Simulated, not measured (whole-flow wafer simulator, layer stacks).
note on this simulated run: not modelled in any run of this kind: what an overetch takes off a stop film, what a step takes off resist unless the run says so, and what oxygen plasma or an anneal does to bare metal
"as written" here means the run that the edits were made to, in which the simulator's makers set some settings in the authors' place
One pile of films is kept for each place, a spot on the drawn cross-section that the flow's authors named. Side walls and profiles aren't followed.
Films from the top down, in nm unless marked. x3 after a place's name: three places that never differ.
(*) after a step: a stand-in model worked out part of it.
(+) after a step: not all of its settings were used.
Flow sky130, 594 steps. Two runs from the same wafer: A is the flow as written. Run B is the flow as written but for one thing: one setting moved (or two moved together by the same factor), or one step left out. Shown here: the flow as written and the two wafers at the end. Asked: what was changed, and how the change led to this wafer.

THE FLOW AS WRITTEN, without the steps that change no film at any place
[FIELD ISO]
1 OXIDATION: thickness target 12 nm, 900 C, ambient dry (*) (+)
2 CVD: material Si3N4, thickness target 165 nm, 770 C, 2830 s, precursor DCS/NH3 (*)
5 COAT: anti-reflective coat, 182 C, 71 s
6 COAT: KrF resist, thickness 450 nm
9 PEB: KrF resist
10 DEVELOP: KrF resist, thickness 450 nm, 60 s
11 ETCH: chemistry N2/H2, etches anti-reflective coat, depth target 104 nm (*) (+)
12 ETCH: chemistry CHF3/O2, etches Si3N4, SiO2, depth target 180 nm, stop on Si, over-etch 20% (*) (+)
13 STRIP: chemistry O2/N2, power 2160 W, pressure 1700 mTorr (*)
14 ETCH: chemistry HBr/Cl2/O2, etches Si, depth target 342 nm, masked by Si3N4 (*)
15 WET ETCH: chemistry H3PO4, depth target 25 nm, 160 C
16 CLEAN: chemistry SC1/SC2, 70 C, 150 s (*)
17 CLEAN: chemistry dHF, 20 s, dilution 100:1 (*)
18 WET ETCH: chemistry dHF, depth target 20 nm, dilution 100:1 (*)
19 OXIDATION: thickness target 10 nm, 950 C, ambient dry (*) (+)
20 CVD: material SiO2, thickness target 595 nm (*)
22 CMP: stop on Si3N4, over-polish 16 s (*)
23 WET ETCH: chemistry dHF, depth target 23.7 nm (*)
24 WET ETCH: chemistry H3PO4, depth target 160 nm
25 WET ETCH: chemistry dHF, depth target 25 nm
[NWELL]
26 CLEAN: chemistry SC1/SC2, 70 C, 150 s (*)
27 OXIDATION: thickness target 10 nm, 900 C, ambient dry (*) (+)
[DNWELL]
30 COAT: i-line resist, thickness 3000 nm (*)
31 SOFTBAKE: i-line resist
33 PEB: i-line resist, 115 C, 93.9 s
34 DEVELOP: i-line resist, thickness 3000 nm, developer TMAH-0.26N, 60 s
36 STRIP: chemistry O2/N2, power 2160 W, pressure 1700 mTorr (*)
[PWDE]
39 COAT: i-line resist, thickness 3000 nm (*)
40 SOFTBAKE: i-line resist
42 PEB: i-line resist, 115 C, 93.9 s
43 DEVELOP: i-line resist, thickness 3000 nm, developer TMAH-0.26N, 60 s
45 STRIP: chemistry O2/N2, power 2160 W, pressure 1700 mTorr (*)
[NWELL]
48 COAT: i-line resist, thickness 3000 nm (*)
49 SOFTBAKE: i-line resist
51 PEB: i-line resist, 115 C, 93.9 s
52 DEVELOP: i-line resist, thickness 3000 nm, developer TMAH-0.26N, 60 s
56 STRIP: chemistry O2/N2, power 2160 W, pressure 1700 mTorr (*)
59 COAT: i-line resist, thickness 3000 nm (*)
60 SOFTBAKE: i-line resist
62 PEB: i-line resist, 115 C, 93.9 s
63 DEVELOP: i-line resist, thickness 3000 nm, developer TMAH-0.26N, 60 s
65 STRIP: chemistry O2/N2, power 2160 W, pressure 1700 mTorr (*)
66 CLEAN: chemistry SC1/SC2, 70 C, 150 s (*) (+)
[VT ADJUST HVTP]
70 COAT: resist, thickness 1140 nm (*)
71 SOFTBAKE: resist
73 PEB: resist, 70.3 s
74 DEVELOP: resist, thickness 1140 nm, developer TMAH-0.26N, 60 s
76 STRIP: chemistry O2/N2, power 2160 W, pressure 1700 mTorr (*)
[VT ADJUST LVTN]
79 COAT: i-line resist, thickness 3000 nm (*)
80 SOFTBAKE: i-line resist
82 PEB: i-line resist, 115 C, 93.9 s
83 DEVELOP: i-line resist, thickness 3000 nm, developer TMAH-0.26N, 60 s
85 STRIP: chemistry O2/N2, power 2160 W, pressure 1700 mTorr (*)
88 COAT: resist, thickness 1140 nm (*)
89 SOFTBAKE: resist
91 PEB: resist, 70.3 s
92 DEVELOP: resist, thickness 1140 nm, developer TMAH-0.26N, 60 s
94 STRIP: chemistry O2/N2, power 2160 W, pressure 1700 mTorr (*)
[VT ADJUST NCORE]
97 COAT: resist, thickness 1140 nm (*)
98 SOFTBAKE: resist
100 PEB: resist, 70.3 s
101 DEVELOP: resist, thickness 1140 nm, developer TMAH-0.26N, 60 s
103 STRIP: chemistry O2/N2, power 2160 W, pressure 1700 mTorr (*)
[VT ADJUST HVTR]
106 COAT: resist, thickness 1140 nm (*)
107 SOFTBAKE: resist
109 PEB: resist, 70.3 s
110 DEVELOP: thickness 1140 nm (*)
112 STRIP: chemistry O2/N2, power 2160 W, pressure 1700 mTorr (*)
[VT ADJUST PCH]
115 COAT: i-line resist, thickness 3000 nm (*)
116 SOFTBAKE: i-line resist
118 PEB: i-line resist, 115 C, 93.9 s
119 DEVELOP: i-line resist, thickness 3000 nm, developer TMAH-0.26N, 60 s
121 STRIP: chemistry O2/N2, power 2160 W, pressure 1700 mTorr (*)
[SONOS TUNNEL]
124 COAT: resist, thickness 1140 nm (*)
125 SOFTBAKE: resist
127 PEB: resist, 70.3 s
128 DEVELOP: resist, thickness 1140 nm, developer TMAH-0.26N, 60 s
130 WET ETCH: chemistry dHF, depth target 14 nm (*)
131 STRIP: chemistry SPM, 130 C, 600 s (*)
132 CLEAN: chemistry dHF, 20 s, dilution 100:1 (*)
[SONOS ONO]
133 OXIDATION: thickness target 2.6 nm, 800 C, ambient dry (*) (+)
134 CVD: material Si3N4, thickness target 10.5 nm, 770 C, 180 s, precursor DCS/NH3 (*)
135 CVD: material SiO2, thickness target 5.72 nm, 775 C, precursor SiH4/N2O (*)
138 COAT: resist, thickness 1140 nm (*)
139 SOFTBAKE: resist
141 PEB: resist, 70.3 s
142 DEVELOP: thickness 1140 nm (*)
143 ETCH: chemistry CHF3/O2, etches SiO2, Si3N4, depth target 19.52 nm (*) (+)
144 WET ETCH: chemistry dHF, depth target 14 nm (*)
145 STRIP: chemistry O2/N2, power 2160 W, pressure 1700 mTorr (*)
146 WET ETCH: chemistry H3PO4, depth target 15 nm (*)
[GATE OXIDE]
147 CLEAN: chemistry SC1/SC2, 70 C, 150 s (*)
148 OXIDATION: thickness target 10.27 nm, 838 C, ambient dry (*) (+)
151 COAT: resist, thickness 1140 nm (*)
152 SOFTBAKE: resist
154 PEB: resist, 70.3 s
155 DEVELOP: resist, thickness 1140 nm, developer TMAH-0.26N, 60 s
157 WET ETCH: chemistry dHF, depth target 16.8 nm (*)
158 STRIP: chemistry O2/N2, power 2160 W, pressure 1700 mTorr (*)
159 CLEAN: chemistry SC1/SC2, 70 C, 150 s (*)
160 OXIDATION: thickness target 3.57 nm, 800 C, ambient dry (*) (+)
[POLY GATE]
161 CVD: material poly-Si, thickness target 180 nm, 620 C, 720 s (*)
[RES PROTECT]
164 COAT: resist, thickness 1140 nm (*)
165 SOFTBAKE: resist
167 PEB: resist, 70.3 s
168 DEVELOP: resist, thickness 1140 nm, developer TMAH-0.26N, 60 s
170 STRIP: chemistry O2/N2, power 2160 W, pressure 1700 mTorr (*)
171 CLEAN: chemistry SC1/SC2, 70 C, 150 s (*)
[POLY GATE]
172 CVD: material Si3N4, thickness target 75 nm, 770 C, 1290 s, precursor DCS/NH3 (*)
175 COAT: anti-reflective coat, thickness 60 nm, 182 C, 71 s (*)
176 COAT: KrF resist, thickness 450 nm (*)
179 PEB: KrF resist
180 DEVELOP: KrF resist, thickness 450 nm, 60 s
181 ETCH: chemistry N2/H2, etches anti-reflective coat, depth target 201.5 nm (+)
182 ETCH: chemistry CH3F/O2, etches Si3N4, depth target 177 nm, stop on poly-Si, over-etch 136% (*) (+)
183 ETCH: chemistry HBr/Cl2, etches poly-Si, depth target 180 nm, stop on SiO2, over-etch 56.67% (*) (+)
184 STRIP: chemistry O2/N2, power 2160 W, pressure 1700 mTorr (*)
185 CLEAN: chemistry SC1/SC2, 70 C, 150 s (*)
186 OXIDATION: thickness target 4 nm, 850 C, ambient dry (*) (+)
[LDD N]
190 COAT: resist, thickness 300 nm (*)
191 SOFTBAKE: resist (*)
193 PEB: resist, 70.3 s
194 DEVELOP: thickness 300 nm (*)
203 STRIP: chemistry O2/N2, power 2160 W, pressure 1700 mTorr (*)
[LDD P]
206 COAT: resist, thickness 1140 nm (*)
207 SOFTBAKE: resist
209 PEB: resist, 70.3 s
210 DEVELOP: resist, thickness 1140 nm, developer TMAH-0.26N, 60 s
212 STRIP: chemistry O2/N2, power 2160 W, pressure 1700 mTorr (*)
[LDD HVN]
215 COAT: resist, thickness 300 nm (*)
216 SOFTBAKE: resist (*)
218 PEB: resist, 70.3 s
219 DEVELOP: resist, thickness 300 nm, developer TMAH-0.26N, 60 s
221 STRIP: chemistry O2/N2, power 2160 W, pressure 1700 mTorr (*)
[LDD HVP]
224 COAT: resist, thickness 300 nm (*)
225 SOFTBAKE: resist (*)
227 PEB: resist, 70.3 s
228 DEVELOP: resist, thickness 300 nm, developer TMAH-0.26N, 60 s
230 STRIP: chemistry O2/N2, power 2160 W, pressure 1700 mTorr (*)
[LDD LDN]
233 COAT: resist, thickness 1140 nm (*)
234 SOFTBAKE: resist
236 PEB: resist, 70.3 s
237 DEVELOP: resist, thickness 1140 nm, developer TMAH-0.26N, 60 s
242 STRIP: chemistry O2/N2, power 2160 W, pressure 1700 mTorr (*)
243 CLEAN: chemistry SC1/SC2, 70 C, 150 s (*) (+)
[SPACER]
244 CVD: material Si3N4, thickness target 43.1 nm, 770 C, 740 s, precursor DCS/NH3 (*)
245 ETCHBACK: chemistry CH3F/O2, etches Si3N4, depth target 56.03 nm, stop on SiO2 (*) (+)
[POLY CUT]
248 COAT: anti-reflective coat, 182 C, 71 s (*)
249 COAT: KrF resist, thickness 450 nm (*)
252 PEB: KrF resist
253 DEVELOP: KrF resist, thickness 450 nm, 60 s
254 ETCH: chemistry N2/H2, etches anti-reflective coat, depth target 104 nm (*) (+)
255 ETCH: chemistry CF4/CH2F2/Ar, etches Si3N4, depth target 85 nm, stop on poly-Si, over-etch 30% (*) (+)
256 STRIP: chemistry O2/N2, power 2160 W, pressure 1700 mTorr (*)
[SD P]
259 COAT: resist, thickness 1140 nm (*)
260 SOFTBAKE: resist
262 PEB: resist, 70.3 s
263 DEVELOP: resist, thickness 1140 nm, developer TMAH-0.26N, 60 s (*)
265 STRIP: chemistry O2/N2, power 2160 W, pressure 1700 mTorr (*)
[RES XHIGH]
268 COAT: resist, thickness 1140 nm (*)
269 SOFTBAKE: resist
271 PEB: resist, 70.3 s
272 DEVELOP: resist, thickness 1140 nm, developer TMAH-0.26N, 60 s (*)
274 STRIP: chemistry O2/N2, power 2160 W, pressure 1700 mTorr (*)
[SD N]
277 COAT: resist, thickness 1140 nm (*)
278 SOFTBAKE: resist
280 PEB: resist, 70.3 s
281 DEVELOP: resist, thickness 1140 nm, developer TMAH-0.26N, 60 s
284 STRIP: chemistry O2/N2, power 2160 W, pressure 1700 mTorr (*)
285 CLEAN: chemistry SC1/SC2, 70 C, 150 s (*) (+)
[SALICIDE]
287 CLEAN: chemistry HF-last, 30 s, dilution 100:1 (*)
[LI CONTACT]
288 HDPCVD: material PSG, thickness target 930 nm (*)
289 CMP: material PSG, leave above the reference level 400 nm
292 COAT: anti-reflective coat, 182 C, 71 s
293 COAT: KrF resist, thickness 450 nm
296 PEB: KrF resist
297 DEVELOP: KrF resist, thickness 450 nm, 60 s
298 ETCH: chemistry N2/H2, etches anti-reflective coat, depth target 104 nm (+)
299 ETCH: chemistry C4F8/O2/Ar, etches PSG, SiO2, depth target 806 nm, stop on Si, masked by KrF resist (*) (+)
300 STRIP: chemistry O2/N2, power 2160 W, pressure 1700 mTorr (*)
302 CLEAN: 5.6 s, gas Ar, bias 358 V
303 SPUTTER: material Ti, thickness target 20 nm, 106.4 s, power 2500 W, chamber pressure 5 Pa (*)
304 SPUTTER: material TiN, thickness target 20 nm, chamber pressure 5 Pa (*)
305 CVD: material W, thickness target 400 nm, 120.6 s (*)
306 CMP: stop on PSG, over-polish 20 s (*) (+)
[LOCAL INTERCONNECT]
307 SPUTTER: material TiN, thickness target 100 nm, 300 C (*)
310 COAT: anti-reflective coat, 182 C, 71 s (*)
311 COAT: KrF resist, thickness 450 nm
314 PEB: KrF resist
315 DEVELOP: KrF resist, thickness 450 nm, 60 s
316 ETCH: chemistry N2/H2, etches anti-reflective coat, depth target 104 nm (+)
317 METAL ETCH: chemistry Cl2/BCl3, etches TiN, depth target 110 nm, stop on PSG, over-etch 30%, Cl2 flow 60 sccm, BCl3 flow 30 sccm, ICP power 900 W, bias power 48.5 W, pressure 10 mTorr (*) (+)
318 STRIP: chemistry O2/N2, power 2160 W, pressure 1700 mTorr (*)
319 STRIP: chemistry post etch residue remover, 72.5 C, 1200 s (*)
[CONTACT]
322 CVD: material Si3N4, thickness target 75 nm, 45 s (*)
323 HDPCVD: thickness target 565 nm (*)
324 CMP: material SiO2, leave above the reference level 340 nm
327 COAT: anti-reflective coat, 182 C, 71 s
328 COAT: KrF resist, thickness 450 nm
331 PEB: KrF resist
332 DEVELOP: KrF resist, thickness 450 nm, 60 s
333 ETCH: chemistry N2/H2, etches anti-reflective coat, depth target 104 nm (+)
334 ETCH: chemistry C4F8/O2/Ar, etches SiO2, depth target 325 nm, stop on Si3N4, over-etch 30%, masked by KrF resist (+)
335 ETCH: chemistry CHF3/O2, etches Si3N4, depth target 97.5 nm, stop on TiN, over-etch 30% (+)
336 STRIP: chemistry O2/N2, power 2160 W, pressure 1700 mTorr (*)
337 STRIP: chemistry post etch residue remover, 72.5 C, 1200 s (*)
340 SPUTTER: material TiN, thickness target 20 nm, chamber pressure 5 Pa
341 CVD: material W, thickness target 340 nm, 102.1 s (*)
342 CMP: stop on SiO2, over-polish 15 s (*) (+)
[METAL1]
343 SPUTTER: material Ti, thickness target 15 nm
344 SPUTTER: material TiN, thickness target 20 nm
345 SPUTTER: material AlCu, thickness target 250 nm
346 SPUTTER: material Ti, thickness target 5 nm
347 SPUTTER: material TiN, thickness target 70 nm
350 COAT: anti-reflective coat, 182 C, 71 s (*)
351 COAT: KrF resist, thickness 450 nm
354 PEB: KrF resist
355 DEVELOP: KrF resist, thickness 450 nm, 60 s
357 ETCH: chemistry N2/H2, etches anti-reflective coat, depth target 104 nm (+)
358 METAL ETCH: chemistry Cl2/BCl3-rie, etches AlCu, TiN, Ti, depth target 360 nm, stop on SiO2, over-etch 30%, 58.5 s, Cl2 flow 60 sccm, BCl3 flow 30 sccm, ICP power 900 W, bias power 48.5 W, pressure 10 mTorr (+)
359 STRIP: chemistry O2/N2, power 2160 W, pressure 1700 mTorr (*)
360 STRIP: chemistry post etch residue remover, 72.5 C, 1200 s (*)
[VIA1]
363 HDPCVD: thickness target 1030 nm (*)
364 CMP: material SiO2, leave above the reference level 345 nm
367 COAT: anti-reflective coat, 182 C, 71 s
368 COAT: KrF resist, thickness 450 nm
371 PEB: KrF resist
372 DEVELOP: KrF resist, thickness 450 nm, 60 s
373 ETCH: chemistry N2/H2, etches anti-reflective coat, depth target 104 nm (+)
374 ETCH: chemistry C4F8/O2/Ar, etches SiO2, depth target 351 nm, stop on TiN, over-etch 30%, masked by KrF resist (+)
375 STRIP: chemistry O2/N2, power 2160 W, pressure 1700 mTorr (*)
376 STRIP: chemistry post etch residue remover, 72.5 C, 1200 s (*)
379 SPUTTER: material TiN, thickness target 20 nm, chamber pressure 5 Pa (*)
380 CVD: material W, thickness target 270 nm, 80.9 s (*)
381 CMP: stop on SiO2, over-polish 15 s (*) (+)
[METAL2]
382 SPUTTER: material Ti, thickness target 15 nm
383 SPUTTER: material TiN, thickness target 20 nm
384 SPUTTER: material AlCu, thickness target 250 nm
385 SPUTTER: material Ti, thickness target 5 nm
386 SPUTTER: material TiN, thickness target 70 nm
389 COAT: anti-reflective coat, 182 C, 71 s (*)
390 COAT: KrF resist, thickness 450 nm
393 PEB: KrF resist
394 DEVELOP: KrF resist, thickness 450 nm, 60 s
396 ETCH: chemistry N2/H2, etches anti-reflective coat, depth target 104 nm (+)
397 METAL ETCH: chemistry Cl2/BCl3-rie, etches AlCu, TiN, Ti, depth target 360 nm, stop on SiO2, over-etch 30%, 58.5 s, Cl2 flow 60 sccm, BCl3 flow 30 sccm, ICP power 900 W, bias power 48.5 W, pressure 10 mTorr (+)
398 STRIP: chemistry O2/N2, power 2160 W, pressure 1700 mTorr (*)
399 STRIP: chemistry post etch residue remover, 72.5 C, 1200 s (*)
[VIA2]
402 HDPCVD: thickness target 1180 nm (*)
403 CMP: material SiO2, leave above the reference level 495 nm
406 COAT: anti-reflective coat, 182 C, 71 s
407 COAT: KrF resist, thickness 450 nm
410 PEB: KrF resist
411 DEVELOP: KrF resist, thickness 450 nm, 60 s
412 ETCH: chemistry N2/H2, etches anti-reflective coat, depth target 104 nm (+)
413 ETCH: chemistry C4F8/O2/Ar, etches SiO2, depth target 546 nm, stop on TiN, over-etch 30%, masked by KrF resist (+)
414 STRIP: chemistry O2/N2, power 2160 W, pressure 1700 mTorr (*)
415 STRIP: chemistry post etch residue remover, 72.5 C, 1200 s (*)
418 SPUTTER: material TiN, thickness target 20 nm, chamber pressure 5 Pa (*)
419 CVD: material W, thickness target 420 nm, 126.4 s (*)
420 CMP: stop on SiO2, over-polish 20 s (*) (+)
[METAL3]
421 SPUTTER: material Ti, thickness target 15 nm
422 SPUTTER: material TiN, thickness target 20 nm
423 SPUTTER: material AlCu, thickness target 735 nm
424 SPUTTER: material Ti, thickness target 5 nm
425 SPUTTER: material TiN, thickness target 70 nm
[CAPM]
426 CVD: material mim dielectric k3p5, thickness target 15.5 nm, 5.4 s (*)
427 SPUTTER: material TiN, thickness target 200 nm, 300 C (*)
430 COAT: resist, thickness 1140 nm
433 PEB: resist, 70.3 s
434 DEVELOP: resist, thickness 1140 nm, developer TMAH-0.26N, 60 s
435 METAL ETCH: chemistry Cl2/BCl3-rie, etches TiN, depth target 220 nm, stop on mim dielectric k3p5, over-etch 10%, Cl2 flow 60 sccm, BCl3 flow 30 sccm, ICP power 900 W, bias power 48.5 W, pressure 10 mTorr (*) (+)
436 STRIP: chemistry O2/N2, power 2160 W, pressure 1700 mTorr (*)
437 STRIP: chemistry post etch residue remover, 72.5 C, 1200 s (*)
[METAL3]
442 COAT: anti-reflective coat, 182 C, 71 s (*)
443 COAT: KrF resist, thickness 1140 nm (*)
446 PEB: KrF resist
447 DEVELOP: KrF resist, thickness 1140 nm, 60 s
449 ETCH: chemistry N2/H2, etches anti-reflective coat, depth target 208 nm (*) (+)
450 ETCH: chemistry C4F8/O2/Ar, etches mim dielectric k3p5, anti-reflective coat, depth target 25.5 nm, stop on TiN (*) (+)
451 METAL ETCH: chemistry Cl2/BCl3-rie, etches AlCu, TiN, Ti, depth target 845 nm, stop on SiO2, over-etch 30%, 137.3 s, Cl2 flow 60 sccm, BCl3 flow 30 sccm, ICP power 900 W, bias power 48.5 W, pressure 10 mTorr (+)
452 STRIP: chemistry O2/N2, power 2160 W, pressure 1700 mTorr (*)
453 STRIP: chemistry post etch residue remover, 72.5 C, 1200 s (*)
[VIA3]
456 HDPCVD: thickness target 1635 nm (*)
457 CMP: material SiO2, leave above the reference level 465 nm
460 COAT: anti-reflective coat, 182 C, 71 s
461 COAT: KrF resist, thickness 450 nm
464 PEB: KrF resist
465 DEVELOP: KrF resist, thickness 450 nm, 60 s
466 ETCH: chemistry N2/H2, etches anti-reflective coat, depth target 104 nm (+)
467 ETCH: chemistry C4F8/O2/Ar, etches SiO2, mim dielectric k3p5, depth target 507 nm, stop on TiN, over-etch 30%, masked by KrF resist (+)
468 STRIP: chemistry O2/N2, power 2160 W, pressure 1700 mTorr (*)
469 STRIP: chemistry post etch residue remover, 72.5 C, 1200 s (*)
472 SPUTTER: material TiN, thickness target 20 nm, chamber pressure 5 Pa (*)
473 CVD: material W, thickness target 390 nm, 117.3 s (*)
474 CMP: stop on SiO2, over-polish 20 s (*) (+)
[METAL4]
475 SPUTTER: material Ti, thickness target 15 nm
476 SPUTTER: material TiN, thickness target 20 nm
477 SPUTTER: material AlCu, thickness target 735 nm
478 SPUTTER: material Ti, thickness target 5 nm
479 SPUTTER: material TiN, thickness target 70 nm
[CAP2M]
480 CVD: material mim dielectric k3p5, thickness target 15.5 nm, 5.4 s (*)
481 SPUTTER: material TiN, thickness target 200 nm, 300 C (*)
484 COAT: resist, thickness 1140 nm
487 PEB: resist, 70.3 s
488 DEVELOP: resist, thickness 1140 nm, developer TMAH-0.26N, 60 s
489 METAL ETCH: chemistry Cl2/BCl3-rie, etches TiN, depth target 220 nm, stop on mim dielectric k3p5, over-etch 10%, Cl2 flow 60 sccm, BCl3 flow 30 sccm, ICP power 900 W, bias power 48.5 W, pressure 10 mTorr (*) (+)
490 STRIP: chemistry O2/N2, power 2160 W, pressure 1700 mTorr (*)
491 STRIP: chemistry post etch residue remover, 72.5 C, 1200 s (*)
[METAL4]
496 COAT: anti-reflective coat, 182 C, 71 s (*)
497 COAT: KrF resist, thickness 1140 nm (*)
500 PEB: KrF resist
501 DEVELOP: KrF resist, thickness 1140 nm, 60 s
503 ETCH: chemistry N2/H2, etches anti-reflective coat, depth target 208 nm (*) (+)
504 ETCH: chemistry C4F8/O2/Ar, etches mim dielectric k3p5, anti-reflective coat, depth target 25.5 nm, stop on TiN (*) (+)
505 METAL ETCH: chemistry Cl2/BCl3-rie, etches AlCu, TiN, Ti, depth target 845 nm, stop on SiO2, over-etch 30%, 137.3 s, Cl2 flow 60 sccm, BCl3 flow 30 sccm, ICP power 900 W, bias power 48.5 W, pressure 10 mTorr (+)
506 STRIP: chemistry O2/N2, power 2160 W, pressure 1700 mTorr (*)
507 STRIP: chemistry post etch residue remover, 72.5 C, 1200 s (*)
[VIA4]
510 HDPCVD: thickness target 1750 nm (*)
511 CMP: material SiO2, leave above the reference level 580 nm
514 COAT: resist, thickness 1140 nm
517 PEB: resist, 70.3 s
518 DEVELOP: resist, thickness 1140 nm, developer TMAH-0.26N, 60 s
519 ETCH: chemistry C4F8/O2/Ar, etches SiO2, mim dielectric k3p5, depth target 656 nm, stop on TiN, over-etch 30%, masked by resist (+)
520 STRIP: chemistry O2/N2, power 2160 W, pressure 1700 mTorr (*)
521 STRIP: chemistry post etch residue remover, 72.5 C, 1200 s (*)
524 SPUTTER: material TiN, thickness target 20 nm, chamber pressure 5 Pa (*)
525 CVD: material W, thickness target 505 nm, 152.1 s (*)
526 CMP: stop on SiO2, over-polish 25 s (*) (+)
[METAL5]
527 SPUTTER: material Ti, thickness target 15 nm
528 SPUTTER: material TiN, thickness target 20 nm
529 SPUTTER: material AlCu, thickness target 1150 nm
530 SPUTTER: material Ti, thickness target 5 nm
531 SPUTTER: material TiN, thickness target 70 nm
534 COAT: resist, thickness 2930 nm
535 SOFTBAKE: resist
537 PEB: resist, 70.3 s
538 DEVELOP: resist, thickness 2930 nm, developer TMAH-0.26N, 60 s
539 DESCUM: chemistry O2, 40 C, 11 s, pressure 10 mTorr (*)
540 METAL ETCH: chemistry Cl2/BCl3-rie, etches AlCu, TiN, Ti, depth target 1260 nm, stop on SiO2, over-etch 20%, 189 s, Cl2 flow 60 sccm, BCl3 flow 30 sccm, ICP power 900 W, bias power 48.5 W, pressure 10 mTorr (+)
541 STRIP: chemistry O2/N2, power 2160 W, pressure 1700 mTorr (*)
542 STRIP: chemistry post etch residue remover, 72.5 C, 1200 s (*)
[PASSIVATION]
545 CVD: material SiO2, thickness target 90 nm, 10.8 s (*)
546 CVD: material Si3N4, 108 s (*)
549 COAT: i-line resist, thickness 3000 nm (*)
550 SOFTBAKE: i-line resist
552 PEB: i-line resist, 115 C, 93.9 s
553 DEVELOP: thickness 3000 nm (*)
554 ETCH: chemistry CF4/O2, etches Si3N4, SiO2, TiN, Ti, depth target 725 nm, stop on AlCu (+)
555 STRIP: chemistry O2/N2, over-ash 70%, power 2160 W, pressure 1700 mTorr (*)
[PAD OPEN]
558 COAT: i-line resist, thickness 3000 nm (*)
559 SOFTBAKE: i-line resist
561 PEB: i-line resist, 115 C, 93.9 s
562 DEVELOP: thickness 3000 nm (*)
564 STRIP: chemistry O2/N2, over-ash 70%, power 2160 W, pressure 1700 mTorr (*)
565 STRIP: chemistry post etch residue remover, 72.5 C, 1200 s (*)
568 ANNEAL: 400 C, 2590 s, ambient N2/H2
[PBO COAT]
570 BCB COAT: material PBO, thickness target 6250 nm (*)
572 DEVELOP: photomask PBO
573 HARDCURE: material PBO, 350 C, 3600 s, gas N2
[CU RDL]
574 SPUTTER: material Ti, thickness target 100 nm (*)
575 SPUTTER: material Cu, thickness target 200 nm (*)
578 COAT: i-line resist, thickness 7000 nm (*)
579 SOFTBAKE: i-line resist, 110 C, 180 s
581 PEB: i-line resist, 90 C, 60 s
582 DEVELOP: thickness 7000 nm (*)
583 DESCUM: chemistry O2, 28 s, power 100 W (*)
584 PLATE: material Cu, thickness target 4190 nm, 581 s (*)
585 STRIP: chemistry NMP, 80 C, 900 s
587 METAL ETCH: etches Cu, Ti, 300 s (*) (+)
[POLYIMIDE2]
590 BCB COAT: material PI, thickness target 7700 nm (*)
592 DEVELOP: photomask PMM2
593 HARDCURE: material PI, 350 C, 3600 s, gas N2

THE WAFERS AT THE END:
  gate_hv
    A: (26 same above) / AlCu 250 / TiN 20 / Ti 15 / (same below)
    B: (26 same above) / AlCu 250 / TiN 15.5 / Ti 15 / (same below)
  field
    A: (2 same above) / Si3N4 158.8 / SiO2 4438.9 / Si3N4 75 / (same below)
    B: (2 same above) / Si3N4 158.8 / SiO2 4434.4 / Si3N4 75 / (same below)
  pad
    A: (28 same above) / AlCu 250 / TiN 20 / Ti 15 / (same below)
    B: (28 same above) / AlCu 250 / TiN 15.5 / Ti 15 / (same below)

The cause: step 344, SPUTTER: thickness target 15.5 nm was run, where the flow has thickness target 20 nm.
It can be read off the wafer: gate_hv has TiN 15.5, and step 344 as written asks for 20 nm.

How the change led to this, step by step:
  344 SPUTTER: material TiN, thickness target 20 nm
      field, active, n_well and 188 more: A TiN +20 (new film) | B TiN +15.5 (new film)
  358 METAL ETCH: chemistry Cl2/BCl3-rie, etches AlCu, TiN, Ti, depth target 360 nm, stop on SiO2, over-etch 30%, 58.5 s, Cl2 flow 60 sccm, BCl3 flow 30 sccm, ICP power 900 W, bias power 48.5 W, pressure 10 mTorr (+)
      field, active, gate and 81 more: A TiN -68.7 (all of it), Ti -5 (all of it), AlCu -250 (all of it), TiN -20 (all of it), Ti -15 (all of it), SiO2 -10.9 | B TiN -68.7 (all of it), Ti -5 (all of it), AlCu -250 (all of it), TiN -15.5 (all of it), Ti -15 (all of it), SiO2 -11.4
